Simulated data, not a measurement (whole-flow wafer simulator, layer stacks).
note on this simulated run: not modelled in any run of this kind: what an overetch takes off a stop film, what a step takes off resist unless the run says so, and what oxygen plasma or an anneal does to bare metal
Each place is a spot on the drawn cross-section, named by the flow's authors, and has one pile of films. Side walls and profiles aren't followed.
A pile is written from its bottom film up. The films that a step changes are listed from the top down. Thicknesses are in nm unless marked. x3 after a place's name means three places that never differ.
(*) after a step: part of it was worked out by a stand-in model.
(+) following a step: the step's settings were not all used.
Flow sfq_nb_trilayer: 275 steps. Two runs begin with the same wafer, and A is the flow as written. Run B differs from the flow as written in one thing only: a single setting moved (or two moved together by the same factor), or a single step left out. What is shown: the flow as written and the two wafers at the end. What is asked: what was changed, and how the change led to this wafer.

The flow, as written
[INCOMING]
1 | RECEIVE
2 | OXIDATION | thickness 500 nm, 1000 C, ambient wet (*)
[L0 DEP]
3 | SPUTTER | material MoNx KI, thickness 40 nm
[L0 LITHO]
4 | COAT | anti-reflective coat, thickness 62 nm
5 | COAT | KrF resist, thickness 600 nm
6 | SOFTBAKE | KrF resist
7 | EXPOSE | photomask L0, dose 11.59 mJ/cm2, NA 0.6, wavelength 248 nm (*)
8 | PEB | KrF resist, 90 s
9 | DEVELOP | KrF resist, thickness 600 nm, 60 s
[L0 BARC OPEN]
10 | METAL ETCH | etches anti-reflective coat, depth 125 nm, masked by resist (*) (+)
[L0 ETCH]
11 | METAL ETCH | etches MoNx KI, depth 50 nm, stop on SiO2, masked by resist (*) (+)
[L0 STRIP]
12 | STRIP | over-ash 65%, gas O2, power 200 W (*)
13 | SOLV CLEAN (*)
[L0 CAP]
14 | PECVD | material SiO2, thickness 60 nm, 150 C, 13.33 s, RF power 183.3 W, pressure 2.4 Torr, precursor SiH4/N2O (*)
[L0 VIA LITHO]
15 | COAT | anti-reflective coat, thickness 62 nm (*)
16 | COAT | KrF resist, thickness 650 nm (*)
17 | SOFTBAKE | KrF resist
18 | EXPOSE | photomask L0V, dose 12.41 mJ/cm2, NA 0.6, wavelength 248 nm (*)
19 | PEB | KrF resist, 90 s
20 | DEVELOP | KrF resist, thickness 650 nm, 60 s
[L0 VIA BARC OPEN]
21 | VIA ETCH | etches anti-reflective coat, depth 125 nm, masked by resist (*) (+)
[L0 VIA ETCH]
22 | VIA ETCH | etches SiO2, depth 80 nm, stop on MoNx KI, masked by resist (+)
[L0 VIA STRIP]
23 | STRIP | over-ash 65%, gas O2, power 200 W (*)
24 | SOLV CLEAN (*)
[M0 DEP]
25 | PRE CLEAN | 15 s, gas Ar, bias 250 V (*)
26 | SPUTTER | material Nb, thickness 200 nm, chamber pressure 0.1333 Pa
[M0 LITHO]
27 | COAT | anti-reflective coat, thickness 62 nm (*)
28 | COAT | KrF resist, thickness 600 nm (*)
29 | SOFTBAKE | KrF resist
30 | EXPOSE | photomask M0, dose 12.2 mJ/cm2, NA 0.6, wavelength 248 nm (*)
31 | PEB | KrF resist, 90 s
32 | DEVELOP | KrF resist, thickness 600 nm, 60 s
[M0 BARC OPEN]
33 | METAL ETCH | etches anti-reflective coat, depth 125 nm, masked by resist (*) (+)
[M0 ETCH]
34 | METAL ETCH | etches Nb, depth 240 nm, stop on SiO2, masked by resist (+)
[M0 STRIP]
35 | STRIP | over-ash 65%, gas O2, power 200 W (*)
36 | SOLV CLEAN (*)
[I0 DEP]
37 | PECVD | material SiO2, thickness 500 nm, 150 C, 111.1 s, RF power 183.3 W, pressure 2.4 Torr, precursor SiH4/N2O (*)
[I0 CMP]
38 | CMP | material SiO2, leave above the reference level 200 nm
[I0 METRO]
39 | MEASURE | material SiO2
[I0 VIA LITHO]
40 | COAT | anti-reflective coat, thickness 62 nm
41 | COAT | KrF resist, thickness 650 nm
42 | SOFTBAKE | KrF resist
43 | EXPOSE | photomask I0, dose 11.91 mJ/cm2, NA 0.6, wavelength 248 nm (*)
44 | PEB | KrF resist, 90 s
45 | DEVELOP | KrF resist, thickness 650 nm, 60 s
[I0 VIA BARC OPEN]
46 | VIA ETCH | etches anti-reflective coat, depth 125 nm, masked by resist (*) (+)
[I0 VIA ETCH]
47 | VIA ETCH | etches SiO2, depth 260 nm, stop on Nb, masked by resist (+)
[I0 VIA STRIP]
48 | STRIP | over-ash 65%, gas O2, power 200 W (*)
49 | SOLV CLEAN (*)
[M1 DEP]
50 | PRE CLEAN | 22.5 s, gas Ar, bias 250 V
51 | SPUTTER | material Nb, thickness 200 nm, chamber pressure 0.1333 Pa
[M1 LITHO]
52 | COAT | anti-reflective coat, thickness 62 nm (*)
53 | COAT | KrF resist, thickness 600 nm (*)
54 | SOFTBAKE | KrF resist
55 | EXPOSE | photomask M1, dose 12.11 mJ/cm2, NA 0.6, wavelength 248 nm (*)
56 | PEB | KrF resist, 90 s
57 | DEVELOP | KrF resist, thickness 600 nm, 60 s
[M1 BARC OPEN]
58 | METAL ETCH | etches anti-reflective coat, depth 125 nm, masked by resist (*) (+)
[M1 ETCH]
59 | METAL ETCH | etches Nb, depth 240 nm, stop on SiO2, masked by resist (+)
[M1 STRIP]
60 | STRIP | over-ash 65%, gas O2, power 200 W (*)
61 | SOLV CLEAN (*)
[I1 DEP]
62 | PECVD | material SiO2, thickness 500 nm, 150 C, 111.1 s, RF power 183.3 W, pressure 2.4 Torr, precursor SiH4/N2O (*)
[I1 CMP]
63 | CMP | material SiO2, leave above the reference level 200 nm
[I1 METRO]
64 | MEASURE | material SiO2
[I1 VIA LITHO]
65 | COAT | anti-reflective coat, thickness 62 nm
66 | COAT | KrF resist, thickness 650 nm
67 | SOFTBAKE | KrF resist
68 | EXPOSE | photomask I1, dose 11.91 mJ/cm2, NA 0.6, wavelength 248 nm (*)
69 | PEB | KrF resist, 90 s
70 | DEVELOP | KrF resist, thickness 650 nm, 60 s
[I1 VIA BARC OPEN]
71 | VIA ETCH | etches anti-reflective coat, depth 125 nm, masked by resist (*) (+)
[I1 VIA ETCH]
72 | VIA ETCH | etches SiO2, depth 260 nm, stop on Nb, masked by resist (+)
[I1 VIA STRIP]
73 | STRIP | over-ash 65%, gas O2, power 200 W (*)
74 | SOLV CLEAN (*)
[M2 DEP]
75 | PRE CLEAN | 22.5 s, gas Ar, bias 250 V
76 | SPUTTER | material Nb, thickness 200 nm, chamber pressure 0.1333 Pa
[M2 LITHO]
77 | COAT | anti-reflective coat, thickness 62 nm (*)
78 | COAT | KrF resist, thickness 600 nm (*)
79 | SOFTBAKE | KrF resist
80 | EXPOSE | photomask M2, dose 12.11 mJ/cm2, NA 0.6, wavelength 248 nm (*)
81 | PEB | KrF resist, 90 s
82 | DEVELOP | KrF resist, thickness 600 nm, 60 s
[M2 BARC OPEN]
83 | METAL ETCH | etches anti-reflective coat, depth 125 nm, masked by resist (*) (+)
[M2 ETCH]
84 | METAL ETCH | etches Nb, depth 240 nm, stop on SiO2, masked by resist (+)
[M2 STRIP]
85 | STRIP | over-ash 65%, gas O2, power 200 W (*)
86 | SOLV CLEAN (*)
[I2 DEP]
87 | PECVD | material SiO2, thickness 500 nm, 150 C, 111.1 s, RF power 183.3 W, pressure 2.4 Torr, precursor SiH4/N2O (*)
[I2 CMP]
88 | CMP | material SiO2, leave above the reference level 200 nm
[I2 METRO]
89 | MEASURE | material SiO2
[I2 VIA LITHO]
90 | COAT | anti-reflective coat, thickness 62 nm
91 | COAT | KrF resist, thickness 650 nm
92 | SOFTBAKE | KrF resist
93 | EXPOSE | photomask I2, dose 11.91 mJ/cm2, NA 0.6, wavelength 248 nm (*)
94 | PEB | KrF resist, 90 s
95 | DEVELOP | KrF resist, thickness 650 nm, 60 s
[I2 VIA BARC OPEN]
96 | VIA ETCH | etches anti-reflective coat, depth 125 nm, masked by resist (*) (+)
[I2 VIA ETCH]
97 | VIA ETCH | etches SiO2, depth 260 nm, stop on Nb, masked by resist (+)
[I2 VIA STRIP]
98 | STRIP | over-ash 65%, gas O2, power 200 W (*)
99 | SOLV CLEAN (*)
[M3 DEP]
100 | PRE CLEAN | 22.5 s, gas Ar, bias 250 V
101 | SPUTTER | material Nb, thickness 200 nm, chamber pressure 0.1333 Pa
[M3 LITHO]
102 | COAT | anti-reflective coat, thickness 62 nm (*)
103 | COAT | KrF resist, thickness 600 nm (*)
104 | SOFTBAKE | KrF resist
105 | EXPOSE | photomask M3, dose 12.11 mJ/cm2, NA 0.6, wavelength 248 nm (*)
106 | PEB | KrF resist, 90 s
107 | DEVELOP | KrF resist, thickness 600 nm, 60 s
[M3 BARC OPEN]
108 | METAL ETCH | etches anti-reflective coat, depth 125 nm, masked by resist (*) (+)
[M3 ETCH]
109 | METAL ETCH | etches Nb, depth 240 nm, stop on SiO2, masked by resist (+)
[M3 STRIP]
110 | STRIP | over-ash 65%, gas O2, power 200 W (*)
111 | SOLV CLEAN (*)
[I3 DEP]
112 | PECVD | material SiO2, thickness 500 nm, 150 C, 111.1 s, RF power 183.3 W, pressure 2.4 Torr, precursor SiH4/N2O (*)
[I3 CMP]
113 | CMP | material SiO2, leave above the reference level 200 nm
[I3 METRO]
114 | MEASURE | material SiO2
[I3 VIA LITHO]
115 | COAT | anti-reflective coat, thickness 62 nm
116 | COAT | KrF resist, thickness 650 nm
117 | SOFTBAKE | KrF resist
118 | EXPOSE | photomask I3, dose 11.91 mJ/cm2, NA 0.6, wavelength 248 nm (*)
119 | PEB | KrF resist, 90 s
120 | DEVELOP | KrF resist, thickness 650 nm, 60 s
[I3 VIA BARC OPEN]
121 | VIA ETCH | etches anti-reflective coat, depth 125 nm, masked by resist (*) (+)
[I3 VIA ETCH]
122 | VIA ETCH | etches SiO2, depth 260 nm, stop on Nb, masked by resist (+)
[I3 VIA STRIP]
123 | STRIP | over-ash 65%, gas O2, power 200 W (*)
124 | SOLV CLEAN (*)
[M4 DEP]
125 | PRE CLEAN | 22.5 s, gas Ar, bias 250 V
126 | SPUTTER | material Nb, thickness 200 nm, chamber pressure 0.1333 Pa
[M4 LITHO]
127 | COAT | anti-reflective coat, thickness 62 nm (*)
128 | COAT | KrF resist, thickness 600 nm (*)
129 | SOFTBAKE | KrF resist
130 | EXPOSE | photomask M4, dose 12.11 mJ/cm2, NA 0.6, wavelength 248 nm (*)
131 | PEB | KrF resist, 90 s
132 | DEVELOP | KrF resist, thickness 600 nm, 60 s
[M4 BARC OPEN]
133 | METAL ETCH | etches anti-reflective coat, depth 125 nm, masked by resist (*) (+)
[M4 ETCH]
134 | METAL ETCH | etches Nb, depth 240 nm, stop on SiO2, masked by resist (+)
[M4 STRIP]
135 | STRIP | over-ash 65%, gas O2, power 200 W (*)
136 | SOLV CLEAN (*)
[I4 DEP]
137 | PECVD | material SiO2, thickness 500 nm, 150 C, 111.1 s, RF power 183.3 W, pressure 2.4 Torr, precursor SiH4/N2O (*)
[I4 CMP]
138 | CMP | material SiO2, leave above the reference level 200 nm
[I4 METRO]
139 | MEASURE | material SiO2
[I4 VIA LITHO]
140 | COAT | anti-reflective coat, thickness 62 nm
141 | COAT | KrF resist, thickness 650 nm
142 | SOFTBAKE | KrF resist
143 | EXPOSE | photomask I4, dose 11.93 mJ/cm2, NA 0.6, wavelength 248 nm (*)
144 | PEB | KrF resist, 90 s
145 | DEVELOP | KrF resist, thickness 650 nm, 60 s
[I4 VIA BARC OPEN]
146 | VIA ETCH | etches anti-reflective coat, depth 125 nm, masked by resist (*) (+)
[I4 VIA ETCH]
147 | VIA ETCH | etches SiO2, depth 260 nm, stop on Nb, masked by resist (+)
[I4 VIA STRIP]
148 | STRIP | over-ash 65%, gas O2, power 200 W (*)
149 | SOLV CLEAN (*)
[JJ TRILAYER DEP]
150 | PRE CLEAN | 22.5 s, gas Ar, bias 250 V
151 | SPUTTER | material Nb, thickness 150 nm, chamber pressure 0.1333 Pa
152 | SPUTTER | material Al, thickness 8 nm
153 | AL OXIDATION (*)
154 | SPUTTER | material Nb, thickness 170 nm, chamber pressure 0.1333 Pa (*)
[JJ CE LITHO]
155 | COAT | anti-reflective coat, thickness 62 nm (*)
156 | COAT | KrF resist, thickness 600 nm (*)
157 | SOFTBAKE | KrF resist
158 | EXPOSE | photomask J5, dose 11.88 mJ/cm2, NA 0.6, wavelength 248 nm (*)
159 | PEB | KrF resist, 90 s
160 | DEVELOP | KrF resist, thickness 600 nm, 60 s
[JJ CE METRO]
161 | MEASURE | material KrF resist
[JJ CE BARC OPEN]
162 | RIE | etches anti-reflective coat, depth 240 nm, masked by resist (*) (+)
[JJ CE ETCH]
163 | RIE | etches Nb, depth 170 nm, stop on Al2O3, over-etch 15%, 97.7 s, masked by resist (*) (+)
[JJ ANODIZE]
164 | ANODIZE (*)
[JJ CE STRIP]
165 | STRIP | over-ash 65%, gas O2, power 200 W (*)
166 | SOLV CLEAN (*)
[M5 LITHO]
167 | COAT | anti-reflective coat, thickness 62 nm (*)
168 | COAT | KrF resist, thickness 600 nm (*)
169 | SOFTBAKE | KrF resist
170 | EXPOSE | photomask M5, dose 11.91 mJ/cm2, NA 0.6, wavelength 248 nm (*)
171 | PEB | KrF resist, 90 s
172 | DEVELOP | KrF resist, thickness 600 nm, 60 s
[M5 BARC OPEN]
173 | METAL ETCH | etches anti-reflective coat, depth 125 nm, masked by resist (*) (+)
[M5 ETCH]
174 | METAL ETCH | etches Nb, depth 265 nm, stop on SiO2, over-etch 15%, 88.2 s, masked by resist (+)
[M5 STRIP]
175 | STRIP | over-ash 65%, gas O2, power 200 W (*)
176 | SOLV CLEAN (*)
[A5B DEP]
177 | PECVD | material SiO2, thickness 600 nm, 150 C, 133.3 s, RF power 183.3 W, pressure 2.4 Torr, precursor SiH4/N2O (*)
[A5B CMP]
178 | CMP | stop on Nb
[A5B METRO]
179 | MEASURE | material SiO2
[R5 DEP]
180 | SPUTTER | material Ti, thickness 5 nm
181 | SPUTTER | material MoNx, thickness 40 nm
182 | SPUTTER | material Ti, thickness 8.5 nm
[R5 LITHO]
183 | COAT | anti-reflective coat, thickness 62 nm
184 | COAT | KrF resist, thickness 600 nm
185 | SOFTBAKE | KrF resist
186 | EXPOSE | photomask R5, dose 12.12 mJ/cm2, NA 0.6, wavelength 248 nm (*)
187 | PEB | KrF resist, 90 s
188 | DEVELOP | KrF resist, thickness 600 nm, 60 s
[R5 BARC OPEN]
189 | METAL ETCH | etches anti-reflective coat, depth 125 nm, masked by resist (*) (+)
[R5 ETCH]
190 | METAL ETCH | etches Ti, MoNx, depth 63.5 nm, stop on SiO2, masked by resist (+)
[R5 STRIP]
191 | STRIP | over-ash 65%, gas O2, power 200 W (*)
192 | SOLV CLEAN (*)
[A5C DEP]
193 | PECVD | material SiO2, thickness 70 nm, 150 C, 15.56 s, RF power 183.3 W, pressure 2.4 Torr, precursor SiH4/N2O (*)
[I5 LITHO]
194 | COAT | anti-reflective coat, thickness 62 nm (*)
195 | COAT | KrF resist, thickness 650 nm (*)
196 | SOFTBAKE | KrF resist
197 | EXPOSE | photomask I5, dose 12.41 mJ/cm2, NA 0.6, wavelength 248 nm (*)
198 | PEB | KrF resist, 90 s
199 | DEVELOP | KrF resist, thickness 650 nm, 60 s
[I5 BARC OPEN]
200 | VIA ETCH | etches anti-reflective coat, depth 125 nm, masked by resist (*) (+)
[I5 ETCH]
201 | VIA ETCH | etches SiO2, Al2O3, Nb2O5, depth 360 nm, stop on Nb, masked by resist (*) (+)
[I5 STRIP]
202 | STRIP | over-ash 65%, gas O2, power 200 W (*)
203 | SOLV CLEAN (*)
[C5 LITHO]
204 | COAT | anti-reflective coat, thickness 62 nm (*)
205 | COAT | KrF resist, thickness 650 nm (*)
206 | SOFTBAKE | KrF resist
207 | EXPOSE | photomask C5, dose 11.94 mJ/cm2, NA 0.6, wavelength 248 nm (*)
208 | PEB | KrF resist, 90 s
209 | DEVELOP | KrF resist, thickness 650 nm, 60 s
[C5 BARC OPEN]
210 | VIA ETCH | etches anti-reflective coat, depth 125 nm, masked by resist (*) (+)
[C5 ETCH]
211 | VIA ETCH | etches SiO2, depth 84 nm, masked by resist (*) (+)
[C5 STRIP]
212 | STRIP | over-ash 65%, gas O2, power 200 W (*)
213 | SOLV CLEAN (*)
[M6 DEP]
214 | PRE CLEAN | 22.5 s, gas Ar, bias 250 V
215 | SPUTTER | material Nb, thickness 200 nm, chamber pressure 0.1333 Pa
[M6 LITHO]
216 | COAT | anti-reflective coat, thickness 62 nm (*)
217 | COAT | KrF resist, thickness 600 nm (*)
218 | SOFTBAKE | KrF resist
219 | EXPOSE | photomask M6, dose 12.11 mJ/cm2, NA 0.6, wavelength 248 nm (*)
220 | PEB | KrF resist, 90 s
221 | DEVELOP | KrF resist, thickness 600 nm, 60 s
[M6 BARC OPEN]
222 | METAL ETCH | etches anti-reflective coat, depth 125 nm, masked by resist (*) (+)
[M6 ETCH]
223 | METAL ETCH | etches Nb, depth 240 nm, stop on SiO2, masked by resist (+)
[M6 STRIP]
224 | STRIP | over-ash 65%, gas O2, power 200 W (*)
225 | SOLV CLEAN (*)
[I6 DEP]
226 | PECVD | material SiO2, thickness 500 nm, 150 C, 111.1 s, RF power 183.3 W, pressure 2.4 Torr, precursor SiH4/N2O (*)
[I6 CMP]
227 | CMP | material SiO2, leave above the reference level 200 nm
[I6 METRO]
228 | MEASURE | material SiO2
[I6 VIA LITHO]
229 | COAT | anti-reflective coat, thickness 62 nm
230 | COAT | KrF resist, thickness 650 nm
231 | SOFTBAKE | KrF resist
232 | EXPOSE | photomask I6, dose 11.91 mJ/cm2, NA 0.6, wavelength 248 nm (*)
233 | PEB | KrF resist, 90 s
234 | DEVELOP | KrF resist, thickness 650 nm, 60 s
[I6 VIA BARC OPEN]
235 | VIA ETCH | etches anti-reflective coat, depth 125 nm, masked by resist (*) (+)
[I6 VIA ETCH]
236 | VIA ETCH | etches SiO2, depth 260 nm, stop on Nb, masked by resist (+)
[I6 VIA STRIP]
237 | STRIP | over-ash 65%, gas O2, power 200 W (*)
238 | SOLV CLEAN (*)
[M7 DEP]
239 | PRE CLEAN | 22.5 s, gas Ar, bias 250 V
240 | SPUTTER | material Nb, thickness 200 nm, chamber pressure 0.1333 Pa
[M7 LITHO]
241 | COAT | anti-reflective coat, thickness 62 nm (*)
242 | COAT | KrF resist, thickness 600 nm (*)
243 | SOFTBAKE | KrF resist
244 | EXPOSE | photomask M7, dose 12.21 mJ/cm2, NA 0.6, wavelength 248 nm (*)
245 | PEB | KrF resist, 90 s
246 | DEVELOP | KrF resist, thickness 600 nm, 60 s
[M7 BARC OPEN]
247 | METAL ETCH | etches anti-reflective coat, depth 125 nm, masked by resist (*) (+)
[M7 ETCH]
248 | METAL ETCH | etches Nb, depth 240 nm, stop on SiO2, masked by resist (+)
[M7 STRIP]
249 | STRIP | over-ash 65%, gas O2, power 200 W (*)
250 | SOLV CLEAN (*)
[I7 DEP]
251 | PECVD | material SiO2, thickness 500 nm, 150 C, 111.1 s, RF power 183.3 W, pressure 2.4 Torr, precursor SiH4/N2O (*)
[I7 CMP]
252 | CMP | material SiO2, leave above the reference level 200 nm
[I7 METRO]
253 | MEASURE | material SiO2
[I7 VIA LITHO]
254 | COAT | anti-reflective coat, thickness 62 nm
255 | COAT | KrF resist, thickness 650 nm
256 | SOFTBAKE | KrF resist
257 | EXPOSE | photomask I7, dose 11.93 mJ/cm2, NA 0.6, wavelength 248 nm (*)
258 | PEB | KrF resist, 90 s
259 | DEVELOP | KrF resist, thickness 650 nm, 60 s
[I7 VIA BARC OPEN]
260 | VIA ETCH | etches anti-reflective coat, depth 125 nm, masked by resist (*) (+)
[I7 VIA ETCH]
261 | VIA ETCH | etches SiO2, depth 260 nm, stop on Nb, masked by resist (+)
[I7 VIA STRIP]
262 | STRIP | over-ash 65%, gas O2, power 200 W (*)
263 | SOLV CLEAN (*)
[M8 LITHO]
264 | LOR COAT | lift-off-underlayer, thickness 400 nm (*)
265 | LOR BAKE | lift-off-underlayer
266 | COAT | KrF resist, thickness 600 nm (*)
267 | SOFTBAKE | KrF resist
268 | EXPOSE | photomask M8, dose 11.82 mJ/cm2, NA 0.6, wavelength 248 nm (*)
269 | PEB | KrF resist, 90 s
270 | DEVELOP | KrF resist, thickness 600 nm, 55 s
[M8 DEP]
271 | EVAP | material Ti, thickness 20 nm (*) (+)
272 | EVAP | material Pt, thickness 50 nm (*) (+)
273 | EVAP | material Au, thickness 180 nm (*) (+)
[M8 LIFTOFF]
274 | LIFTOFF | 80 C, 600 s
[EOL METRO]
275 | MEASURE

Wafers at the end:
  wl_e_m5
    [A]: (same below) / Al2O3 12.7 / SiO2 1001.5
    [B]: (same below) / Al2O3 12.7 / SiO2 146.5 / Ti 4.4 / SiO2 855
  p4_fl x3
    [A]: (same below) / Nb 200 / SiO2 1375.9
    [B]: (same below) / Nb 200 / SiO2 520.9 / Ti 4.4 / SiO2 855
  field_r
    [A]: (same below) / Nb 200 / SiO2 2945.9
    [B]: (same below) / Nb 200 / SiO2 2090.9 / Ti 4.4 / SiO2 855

What caused this: step 181, SPUTTER: thickness 54.4 nm was run, while the flow as written has thickness 40 nm.

The path from the change to this, step by step:
  181 | SPUTTER | material MoNx, thickness 40 nm
      field_l, v_sur, via_wl and 103 more: A +40 MoNx (new film) | B +54.4 MoNx (new film)
  190 | METAL ETCH | etches Ti, MoNx, depth 63.5 nm, stop on SiO2, masked by resist (+)
      field_l, v_sur, via_wl and 92 more: A -8.5 Ti (all of it), -40 MoNx (all of it), -5 Ti (all of it) | B -8.5 Ti (all of it), -54.4 MoNx (all of it), -0.6 Ti
      ce_l, c5j, ce_r, wl_jj: A -8.5 Ti (all of it), -40 MoNx (all of it), -5 Ti (all of it), -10 Nb | B -8.5 Ti (all of it), -54.4 MoNx (all of it), -0.6 Ti
  193 | PECVD | material SiO2, thickness 70 nm, 150 C, 15.56 s, RF power 183.3 W, pressure 2.4 Torr, precursor SiH4/N2O (*)
      field_l, v_sur, via_wl and 92 more: A +70 SiO2 | B +70 SiO2 (new film)
  194 | COAT | anti-reflective coat, thickness 62 nm (*)
      wl_j_sl, wl_j_sr: A +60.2 anti-reflective coat (new film) | B +62 anti-reflective coat (new film)
      r5r_spacepad_l, r5r_spacepad_r: A +84.4 anti-reflective coat (new film) | B +88.7 anti-reflective coat (new film)
      (also at 12 further places)
  201 | VIA ETCH | etches SiO2, Al2O3, Nb2O5, depth 360 nm, stop on Nb, masked by resist (*) (+)
      be: A -216.4 SiO2 (all of it), -12.7 Al2O3 (all of it), -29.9 Nb2O5 (all of it) | B -69.8 SiO2 (all of it), -4.4 Ti (all of it), -146.5 SiO2 (all of it), -12.7 Al2O3 (all of it), -29.9 Nb2O5 (all of it)
  202 | STRIP | over-ash 65%, gas O2, power 200 W (*)
      wl_j_sl, wl_j_sr: A -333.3 KrF resist (all of it), -60.2 anti-reflective coat (all of it) | B -333 KrF resist (all of it), -62 anti-reflective coat (all of it)
      r5r_spacepad_l, r5r_spacepad_r: A -335.6 KrF resist (all of it), -84.4 anti-reflective coat (all of it) | B -336 KrF resist (all of it), -88.7 anti-reflective coat (all of it)
      (also at 12 further places)
  204 | COAT | anti-reflective coat, thickness 62 nm (*)
      wl_j_sl, wl_j_sr: A +60.2 anti-reflective coat (new film) | B +62 anti-reflective coat (new film)
      r5r_spacepad_l, r5r_spacepad_r: A +84.4 anti-reflective coat (new film) | B +88.7 anti-reflective coat (new film)
      (also at 12 further places)
  210 | VIA ETCH | etches anti-reflective coat, depth 125 nm, masked by resist (*) (+)
      c5j: A -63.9 anti-reflective coat (all of it), -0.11 SiO2 | B -61.2 anti-reflective coat (all of it), -0.11 SiO2
  211 | VIA ETCH | etches SiO2, depth 84 nm, masked by resist (*) (+)
      c5j: A -69.9 SiO2 (all of it), -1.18 Nb | B -69.9 SiO2 (all of it)
  212 | STRIP | over-ash 65%, gas O2, power 200 W (*)
      wl_j_sl, wl_j_sr: A -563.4 KrF resist (all of it), -60.2 anti-reflective coat (all of it) | B -564 KrF resist (all of it), -62 anti-reflective coat (all of it)
      r5r_spacepad_l, r5r_spacepad_r: A -565.8 KrF resist (all of it), -84.4 anti-reflective coat (all of it) | B -566.9 KrF resist (all of it), -88.7 anti-reflective coat (all of it)
      (also at 11 further places)
  214 | PRE CLEAN | 22.5 s, gas Ar, bias 250 V
      c5j: A -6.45 Nb | B -4.4 Ti (all of it), -0.15 Nb
  216 | COAT | anti-reflective coat, thickness 62 nm (*)
      r5r_line_l, r5r_line_c, r5r_line_r: A +50 anti-reflective coat (new film) | B +48.6 anti-reflective coat (new film)
      wl_j_sl, wl_j_sr: A +60.2 anti-reflective coat (new film) | B +62 anti-reflective coat (new film)
      (also at 12 further places)
  222 | METAL ETCH | etches anti-reflective coat, depth 125 nm, masked by resist (*) (+)
      r5r_line_l, r5r_line_c, r5r_line_r: A -50 anti-reflective coat (all of it) | B -48.6 anti-reflective coat (all of it)
      r5r_spacepad_l, r5r_spacepad_r: A -85.7 anti-reflective coat (all of it) | B -90.7 anti-reflective coat (all of it)
      (also at 1 further place)
  224 | STRIP | over-ash 65%, gas O2, power 200 W (*)
      wl_j_sl, wl_j_sr: A -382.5 KrF resist (all of it), -60.2 anti-reflective coat (all of it) | B -382.4 KrF resist (all of it), -62 anti-reflective coat (all of it)
      jj_sur: A -378.5 KrF resist (all of it), -56.1 anti-reflective coat (all of it) | B -378.7 KrF resist (all of it), -58.6 anti-reflective coat (all of it)
      (also at 8 further places)
  227 | CMP | material SiO2, leave above the reference level 200 nm
      r5r_line_l, r5r_spacepad_l, r5r_spacepad_r, r5r_line_c, r5r_line_r: A -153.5 SiO2 | B -163.5 SiO2
      ce_l, ce_r, wl_jj: A -290 SiO2 | B -300 SiO2
      (also at 5 further places)
Taking metal films that touch as one body, wl_e_m5 has 7 bodies (between them, from the top down: SiO2 146.5 / Al2O3 12.7 / Nb2O5 29.9; SiO2 192.5; SiO2 192.5; SiO2 192.5; SiO2 192.5; SiO2 192.5); the flow as written gives 6 bodies (between them, from the top down: SiO2 192.5; SiO2 192.5; SiO2 192.5; SiO2 192.5; SiO2 192.5).
Taking metal films that touch as one body, p4_fl x3 has 3 bodies (between them, from the top down: SiO2 520.9; SiO2 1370); the flow as written gives 2 bodies (between them, from the top down: SiO2 1370).
Taking metal films that touch as one body, field_r has 2 bodies (between them, from the top down: SiO2 2090.9); the flow as written gives 1 body.
